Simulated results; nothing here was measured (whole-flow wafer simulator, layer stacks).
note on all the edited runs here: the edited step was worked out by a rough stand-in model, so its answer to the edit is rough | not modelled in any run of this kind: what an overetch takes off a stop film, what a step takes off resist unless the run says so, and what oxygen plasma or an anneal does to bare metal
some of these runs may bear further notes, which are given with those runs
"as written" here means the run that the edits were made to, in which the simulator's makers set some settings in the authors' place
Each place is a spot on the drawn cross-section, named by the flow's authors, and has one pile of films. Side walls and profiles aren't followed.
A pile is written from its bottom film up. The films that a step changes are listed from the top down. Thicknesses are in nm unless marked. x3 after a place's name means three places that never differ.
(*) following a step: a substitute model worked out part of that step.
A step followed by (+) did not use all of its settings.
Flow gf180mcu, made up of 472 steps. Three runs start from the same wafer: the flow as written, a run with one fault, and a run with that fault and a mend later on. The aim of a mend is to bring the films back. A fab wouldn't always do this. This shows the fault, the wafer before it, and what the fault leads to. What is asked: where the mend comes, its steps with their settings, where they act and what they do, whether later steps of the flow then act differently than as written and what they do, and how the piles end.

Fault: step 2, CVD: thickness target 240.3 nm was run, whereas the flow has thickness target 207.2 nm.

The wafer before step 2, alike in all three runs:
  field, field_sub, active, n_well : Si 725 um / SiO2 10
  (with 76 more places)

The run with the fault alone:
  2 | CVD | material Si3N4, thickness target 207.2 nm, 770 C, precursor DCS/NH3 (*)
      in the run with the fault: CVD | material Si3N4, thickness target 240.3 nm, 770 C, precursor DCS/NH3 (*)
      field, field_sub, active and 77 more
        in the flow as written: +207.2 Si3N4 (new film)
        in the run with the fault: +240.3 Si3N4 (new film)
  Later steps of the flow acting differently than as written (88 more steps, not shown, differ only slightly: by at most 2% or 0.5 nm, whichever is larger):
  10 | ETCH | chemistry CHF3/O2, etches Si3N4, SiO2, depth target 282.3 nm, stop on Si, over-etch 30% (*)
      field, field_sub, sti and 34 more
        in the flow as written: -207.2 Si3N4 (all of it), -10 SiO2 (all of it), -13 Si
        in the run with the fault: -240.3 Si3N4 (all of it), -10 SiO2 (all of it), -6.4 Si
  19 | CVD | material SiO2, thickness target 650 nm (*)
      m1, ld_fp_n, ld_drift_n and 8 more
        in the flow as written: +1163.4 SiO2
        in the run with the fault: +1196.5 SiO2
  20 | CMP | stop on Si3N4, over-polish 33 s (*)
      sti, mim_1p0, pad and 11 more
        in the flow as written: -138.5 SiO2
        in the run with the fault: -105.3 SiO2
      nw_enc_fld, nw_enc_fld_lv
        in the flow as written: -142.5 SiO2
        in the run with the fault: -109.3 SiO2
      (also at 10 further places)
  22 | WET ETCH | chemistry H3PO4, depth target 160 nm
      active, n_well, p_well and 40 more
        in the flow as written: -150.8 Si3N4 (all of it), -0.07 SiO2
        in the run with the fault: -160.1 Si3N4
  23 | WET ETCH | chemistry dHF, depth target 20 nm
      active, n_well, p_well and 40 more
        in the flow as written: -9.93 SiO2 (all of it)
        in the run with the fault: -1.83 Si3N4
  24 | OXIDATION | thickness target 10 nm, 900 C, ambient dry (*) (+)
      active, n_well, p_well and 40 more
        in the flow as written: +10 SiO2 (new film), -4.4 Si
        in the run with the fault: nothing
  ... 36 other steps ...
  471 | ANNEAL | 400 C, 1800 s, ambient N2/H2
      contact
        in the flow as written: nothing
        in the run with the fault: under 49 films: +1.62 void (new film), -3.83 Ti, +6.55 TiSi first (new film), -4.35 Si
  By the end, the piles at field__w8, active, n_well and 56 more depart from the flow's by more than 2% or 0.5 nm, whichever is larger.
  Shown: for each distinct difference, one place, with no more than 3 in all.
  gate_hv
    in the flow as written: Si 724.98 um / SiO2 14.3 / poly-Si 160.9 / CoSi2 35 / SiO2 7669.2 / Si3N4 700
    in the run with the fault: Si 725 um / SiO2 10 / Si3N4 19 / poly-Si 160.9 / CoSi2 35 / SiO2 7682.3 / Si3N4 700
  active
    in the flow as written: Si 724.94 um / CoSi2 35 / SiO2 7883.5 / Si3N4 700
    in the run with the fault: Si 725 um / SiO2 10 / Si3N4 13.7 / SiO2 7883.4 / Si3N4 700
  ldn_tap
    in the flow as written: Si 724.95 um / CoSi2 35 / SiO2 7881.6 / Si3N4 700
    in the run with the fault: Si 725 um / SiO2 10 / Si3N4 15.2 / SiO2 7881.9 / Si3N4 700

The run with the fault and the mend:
  After step 2 comes the mend.
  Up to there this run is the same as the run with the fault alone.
  2a | WET ETCH | chemistry H3PO4, depth target 33.15 nm, 160 C
      field, field_sub, active and 77 more
        -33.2 Si3N4
  Later steps of the flow that are run all act as written at every place that is followed, up to a difference of at most 2% or 0.5 nm, whichever is larger.
  By the end, the piles equal the flow's at every place that both follow.
